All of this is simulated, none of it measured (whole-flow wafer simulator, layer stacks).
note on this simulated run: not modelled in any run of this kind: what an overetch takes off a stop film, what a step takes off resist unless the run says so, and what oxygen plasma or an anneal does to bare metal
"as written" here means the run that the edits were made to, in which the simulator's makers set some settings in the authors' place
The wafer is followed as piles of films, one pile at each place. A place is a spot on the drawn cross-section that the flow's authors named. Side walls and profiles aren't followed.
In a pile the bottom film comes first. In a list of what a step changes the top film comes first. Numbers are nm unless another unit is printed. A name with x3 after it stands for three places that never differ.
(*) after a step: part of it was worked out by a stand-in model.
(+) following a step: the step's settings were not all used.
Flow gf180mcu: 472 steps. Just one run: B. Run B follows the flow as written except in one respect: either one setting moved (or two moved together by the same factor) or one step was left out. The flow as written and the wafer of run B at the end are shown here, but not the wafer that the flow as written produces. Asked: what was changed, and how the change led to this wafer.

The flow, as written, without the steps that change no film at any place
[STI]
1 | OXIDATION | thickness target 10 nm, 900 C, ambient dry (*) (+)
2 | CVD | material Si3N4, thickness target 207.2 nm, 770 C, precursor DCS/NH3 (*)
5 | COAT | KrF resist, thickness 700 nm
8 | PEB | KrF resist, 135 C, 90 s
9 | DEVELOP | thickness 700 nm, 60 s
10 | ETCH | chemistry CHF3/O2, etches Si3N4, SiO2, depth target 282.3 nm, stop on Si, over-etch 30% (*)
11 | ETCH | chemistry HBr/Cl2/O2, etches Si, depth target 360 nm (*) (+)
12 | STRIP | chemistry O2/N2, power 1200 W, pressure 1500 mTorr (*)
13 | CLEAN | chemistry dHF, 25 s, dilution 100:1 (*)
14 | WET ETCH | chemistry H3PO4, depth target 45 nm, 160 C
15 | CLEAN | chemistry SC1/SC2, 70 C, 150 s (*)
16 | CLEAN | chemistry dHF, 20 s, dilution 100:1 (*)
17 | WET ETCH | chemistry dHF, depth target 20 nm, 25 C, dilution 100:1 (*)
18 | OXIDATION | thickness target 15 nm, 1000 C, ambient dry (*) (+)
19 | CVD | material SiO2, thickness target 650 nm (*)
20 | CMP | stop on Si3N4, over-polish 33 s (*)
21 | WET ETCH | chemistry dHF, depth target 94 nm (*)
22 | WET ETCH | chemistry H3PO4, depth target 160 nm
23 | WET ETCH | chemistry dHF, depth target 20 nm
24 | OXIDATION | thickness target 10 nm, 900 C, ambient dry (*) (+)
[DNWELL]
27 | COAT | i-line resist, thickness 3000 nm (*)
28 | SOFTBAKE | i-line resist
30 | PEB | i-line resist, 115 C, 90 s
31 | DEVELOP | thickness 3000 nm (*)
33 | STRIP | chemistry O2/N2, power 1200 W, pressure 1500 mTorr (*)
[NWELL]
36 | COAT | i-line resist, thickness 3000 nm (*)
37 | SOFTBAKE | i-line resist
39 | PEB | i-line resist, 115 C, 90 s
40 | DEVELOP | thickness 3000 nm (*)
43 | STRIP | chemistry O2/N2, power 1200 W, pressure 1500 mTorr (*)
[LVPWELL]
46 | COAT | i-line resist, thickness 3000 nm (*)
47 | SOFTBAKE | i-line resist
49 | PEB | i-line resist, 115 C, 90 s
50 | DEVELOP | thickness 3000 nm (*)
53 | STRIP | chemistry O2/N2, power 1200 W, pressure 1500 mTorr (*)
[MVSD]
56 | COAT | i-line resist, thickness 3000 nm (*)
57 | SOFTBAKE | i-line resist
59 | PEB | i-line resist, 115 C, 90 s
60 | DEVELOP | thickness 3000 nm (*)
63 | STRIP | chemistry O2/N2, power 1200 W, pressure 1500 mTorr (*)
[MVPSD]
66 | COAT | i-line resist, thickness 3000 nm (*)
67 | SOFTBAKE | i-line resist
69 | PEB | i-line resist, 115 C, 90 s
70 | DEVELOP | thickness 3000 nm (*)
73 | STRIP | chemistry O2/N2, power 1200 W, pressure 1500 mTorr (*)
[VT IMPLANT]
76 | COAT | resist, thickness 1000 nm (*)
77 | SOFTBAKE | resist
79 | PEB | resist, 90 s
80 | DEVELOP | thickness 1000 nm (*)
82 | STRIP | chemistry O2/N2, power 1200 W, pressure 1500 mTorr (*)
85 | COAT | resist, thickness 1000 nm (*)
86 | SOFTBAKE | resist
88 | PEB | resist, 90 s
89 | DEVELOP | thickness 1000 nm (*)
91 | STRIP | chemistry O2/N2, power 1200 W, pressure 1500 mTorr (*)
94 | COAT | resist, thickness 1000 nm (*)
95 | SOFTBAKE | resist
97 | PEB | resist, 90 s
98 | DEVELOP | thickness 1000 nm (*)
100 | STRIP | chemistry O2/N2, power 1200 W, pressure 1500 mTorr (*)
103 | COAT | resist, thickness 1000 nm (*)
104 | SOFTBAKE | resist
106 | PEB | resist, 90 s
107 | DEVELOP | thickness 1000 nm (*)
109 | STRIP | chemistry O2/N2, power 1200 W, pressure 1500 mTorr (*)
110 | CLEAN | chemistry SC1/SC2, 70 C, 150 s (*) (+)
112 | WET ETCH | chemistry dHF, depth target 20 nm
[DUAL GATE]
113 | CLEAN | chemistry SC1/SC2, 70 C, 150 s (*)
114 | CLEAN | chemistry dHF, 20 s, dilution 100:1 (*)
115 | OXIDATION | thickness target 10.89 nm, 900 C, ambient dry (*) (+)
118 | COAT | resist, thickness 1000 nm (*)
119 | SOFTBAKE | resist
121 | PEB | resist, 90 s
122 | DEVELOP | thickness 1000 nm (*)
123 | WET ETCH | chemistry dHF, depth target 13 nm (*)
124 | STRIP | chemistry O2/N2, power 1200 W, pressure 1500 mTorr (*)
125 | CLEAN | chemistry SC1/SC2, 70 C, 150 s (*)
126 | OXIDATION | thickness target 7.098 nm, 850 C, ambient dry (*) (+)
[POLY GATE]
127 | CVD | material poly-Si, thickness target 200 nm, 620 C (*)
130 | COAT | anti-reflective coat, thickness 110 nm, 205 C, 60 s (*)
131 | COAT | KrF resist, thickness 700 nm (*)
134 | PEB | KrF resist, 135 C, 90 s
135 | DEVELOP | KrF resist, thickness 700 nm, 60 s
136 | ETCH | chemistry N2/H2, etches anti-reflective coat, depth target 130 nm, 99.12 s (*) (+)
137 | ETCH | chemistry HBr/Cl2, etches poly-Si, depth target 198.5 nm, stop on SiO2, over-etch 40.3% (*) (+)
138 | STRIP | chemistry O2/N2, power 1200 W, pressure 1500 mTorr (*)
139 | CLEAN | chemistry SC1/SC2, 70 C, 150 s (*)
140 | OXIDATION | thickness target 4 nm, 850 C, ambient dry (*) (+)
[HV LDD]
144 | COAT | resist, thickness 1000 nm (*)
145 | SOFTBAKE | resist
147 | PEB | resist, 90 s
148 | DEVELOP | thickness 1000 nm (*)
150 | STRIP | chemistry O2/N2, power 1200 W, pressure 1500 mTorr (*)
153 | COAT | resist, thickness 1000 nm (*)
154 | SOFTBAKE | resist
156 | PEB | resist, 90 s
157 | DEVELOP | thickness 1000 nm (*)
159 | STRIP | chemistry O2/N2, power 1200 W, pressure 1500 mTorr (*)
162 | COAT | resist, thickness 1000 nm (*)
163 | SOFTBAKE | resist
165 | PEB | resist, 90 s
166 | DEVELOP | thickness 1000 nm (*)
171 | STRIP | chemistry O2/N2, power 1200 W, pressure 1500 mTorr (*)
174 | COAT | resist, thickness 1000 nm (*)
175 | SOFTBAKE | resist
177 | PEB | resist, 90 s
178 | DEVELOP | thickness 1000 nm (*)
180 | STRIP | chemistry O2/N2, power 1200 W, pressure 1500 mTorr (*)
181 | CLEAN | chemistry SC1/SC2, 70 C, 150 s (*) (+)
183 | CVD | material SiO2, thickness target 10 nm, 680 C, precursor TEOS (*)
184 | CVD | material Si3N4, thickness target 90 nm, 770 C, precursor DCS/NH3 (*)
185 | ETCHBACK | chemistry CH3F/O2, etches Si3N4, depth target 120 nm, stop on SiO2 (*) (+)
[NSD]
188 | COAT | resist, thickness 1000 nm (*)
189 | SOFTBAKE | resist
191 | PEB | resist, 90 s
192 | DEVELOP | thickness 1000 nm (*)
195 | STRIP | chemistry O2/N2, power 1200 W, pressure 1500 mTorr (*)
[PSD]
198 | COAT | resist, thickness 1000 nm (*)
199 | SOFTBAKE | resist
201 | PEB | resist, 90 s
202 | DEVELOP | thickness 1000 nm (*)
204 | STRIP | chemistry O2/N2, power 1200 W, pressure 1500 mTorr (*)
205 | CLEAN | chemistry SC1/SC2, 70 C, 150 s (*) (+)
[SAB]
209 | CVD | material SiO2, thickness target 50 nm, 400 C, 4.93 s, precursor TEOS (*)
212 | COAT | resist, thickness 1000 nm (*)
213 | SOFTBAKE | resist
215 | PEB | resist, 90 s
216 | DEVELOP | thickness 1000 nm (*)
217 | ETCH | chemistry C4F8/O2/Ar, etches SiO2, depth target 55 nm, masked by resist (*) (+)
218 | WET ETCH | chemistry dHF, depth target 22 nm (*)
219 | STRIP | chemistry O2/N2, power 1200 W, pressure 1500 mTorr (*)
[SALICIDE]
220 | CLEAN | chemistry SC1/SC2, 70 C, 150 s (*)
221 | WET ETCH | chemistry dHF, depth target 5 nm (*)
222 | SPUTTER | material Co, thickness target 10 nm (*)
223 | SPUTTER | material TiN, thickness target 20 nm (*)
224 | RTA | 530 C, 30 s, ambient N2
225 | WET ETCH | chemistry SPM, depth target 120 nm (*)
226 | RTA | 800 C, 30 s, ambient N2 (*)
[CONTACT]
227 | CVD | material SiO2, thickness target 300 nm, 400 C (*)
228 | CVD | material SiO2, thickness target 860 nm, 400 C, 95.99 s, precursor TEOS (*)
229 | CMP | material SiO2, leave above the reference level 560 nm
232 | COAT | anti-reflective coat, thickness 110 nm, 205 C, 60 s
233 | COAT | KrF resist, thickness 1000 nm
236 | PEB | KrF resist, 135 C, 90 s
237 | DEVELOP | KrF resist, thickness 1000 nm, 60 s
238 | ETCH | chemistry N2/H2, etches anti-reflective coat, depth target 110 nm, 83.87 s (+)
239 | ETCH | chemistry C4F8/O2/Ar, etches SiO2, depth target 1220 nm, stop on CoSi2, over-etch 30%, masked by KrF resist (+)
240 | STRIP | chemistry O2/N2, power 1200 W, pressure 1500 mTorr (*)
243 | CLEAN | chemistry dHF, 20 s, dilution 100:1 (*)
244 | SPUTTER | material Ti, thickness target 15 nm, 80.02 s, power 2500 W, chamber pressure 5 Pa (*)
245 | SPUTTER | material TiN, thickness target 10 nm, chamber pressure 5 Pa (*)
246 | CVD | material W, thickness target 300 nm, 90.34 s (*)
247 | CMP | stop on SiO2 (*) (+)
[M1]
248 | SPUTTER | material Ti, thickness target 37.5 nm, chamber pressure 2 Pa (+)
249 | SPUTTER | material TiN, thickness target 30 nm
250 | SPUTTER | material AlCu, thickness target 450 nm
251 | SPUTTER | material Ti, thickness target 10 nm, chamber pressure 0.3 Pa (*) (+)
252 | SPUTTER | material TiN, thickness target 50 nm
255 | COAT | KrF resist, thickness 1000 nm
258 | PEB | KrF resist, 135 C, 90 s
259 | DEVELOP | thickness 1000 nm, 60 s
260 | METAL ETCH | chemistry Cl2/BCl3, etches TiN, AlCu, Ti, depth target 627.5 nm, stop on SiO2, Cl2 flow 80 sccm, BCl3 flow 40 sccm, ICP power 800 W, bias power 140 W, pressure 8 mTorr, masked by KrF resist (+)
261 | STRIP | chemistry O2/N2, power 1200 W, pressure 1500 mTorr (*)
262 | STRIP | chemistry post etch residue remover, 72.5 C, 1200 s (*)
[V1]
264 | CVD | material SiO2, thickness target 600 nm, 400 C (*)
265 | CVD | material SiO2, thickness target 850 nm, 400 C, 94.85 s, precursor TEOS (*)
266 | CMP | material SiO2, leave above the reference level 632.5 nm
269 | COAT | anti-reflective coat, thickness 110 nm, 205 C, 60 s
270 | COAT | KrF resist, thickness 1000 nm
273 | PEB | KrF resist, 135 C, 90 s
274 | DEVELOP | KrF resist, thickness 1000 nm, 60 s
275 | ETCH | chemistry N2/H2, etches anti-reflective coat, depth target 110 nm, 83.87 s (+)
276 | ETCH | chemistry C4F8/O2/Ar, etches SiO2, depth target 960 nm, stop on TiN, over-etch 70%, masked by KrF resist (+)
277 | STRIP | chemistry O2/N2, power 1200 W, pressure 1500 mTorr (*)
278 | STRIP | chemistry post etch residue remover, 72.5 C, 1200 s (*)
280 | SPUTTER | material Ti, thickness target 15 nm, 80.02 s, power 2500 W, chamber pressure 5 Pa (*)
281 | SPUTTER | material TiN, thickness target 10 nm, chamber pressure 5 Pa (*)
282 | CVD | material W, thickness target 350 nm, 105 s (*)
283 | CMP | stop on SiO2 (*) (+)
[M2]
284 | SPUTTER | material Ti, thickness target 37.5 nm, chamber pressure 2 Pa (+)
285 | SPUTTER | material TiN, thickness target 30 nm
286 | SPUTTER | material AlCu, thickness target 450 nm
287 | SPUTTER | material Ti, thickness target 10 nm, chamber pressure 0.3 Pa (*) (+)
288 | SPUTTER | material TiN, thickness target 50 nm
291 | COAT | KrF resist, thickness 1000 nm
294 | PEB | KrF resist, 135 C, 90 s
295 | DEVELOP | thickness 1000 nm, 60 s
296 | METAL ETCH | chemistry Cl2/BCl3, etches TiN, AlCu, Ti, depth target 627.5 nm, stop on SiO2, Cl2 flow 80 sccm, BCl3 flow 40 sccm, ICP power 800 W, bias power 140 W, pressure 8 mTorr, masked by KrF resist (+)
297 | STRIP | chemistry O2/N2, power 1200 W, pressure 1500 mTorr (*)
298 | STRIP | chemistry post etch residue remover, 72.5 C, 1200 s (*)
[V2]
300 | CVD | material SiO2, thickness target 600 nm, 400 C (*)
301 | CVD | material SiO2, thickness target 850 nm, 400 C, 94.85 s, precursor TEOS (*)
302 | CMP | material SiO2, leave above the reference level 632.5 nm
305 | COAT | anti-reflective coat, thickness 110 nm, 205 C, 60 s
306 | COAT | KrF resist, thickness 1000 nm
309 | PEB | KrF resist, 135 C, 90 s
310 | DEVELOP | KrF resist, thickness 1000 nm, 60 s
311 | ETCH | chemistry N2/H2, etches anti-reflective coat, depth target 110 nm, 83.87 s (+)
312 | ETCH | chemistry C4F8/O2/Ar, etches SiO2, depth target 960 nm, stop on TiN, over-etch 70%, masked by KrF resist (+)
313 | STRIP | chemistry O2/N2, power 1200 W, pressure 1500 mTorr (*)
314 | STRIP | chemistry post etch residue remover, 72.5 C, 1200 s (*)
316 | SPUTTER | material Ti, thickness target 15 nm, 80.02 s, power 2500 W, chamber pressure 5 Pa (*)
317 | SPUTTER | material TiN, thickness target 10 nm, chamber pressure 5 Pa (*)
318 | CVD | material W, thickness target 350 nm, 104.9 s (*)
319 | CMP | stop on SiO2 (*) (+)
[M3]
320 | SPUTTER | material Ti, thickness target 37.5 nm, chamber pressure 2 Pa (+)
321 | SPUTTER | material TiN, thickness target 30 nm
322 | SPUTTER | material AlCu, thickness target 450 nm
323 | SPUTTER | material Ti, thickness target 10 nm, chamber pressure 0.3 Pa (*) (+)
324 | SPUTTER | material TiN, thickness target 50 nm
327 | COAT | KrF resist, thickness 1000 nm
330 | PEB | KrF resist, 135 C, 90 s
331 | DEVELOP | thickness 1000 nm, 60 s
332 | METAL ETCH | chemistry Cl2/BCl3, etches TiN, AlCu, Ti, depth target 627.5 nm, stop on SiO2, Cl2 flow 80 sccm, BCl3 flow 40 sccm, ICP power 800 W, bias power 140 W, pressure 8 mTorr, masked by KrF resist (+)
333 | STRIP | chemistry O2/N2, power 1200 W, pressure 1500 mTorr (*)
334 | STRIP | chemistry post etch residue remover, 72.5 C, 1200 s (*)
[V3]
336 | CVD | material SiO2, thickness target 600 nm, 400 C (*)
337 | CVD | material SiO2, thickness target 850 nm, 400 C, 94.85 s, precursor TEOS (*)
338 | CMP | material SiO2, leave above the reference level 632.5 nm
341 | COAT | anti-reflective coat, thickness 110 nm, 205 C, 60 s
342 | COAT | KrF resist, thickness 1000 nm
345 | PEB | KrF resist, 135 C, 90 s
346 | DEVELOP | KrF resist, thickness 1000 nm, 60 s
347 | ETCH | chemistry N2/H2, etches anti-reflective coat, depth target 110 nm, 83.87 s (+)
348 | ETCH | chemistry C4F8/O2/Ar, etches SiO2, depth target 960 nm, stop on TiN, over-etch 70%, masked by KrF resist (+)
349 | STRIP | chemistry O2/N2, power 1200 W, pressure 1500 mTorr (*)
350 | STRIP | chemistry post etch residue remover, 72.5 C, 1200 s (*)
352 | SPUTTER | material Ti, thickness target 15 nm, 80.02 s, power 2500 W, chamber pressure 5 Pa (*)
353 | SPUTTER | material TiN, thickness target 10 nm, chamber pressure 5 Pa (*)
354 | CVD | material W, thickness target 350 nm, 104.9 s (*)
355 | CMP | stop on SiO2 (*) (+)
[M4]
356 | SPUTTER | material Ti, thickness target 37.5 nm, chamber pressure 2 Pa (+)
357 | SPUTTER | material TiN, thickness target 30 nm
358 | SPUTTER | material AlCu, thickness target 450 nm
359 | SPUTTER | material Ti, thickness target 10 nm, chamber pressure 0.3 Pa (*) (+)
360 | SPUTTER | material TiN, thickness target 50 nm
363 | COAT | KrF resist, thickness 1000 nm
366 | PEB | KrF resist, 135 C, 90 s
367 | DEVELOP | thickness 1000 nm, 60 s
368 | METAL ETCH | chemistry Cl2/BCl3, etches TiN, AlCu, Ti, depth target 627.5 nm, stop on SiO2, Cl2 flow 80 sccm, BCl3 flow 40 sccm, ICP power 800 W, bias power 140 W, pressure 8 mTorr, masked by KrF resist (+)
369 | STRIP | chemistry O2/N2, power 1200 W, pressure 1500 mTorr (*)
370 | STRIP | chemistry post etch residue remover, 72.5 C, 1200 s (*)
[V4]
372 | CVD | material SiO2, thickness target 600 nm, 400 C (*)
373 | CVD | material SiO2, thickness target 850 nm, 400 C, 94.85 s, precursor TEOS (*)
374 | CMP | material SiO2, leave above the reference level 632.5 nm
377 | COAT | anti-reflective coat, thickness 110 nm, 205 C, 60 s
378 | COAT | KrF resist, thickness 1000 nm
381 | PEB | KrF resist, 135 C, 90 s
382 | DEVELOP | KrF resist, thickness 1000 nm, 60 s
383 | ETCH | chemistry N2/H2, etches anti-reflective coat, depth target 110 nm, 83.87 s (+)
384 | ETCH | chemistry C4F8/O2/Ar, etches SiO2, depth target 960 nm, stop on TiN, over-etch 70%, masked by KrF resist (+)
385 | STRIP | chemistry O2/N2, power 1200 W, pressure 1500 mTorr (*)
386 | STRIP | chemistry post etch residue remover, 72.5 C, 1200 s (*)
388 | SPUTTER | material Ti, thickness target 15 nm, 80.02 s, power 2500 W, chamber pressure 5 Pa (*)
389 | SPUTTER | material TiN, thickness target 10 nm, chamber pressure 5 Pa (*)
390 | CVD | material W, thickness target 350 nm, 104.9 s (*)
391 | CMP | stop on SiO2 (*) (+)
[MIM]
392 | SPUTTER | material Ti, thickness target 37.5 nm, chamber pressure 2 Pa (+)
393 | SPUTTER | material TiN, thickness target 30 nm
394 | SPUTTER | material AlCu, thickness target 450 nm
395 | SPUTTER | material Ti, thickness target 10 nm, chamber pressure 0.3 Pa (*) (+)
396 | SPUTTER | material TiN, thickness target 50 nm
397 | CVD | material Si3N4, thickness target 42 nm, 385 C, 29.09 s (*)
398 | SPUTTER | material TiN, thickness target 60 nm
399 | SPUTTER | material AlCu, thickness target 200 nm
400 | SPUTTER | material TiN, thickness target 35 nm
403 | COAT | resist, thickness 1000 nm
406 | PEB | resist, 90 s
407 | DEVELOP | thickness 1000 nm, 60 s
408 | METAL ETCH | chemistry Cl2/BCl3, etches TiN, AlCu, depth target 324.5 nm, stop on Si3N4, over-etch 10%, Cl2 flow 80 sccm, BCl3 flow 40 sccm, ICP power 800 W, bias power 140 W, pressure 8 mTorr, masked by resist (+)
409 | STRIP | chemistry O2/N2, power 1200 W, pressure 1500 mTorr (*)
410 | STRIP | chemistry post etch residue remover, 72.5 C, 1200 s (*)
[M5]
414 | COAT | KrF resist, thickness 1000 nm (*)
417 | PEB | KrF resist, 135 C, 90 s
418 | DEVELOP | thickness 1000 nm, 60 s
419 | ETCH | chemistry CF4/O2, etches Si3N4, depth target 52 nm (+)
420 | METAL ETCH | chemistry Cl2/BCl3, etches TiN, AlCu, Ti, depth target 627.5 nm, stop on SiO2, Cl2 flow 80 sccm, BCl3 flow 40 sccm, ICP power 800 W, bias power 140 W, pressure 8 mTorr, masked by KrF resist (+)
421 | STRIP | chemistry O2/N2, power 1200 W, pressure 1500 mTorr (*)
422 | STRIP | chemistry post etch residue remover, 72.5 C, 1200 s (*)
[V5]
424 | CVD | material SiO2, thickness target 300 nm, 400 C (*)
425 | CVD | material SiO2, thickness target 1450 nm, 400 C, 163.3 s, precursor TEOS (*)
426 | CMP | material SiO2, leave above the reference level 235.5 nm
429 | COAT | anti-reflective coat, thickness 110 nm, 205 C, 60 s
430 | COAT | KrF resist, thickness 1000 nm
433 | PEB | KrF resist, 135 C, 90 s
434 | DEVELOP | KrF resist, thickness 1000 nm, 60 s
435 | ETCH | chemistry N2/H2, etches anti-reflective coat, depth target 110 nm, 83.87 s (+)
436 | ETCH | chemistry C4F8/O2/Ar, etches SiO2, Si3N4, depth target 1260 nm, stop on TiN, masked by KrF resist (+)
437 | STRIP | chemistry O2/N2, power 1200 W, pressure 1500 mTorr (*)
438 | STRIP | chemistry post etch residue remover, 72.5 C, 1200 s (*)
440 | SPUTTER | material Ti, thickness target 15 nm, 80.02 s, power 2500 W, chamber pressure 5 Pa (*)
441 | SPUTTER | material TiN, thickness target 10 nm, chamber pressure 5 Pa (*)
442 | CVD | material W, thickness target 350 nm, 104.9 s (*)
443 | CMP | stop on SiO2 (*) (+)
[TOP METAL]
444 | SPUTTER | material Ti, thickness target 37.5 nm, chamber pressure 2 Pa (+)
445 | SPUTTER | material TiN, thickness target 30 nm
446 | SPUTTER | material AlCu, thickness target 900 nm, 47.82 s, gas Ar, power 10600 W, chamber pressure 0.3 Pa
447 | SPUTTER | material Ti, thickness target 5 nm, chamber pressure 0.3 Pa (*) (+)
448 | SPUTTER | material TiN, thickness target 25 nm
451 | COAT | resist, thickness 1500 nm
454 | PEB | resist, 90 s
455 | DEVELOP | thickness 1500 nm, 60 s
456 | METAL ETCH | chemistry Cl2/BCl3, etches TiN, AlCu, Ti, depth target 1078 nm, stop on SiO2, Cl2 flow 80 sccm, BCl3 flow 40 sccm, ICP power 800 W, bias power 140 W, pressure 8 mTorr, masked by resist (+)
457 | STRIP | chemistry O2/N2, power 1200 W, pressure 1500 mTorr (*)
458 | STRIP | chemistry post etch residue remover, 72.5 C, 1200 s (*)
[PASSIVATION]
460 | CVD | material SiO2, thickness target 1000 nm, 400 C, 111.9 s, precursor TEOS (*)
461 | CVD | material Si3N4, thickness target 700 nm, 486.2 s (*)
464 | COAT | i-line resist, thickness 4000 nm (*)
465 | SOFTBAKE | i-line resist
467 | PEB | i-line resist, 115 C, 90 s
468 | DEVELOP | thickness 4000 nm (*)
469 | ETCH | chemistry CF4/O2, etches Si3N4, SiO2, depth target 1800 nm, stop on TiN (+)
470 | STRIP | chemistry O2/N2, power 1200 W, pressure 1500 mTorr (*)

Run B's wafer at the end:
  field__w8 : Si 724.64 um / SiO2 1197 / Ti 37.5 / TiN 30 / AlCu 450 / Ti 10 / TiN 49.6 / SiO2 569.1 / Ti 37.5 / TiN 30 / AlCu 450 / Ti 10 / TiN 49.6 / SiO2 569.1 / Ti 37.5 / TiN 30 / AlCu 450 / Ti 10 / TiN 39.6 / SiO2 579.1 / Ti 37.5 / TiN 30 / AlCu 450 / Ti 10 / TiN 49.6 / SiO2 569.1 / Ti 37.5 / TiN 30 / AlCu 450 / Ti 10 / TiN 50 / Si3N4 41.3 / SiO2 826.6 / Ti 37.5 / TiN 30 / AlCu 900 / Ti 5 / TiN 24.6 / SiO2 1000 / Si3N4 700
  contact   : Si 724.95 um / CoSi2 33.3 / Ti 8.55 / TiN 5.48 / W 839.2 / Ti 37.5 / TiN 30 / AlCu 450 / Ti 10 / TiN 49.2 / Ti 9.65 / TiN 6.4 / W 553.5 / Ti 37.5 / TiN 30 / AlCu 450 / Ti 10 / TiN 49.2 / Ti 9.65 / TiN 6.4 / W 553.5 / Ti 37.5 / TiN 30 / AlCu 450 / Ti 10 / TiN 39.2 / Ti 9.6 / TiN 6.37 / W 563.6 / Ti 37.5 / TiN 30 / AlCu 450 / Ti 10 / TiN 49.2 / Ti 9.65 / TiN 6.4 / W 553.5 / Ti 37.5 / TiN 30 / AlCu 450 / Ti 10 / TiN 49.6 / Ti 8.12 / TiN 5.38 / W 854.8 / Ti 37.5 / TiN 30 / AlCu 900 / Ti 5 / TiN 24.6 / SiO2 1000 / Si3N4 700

The reason: step 324, SPUTTER: thickness target 40 nm was run, though the flow has thickness target 50 nm.

The path from the change to this, step by step:
  324 | SPUTTER | material TiN, thickness target 50 nm
      field, field__w1, field__w2 and 108 more: +40 TiN (new film) (it would be, as written: +50 TiN (new film))
  332 | METAL ETCH | chemistry Cl2/BCl3, etches TiN, AlCu, Ti, depth target 627.5 nm, stop on SiO2, Cl2 flow 80 sccm, BCl3 flow 40 sccm, ICP power 800 W, bias power 140 W, pressure 8 mTorr, masked by KrF resist (+)
      field, field__w1, field__w2 and 103 more: -40 TiN (all of it), -10 Ti (all of it), -450 AlCu (all of it), -30 TiN (all of it), -37.5 Ti (all of it) (it would be, as written: -50 TiN (all of it), -10 Ti (all of it), -450 AlCu (all of it), -30 TiN (all of it), -37.5 Ti (all of it))
